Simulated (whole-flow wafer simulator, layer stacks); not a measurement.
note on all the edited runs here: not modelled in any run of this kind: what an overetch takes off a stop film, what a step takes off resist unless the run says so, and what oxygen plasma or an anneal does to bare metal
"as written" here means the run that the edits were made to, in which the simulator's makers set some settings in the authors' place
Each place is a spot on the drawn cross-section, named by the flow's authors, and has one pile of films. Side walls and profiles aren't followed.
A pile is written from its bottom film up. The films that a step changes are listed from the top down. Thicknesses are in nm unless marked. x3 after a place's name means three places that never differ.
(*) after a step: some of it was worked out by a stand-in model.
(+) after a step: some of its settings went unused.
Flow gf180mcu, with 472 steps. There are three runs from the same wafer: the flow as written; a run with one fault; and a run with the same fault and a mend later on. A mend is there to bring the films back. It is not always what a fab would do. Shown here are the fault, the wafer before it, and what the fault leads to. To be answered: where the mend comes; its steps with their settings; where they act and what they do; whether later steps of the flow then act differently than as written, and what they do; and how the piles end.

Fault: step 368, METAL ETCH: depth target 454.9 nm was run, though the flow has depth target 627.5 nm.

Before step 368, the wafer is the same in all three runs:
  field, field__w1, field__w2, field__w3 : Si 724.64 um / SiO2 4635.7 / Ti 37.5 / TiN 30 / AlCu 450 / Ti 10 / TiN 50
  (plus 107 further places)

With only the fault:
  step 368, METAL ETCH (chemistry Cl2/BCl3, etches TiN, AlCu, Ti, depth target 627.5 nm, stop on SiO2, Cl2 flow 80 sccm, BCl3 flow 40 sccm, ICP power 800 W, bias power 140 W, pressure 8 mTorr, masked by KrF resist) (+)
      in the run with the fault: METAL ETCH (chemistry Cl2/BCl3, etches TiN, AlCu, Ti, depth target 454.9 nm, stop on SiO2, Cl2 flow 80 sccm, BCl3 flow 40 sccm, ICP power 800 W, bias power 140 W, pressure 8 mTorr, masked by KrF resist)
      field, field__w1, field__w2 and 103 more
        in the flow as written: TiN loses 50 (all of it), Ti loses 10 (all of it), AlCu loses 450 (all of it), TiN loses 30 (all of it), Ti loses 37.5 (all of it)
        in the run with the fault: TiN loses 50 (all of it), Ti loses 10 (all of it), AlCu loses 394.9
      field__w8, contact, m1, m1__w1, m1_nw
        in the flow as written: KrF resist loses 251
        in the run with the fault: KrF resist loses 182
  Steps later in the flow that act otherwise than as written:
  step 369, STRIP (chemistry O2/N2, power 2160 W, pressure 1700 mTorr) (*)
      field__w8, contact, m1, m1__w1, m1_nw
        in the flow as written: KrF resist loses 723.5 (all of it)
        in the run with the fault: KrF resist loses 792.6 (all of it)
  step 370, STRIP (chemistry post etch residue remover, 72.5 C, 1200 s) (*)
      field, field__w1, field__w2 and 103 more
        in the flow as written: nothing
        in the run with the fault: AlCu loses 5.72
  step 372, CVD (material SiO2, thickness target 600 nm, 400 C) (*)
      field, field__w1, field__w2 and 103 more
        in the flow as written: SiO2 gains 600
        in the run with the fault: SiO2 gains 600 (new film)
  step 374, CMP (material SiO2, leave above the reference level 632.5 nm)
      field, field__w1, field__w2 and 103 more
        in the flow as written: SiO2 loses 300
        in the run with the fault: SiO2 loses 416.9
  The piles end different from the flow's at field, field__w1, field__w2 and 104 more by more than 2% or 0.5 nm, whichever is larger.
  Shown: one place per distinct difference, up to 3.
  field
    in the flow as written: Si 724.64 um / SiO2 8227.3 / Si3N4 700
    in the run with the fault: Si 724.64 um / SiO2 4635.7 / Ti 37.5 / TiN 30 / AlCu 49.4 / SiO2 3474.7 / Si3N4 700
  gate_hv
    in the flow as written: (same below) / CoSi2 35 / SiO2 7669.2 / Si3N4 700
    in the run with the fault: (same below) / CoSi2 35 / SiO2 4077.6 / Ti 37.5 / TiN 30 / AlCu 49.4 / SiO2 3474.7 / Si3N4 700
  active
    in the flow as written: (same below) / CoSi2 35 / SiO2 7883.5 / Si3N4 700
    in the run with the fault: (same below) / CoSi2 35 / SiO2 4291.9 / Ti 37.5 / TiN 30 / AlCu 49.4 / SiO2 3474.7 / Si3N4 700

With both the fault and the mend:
  The mend stands after step 368.
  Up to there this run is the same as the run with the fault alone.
  step 368a, METAL ETCH (chemistry Cl2/BCl3, etches TiN, AlCu, Ti, depth target 172.6 nm, stop on SiO2, Cl2 flow 80 sccm, BCl3 flow 40 sccm, ICP power 800 W, bias power 140 W, pressure 8 mTorr, masked by KrF resist) (+) (the flow's step 368, run once more with other settings)
      field, field__w1, field__w2 and 103 more
        AlCu loses 55.1 (all of it), TiN loses 30 (all of it), Ti loses 37.5 (all of it)
      field__w8, contact, m1, m1__w1, m1_nw
        KrF resist loses 69
  Later steps of the flow that are run all act as written at every place that is followed.
  At every place that both follow, the piles at the end match the flow's.
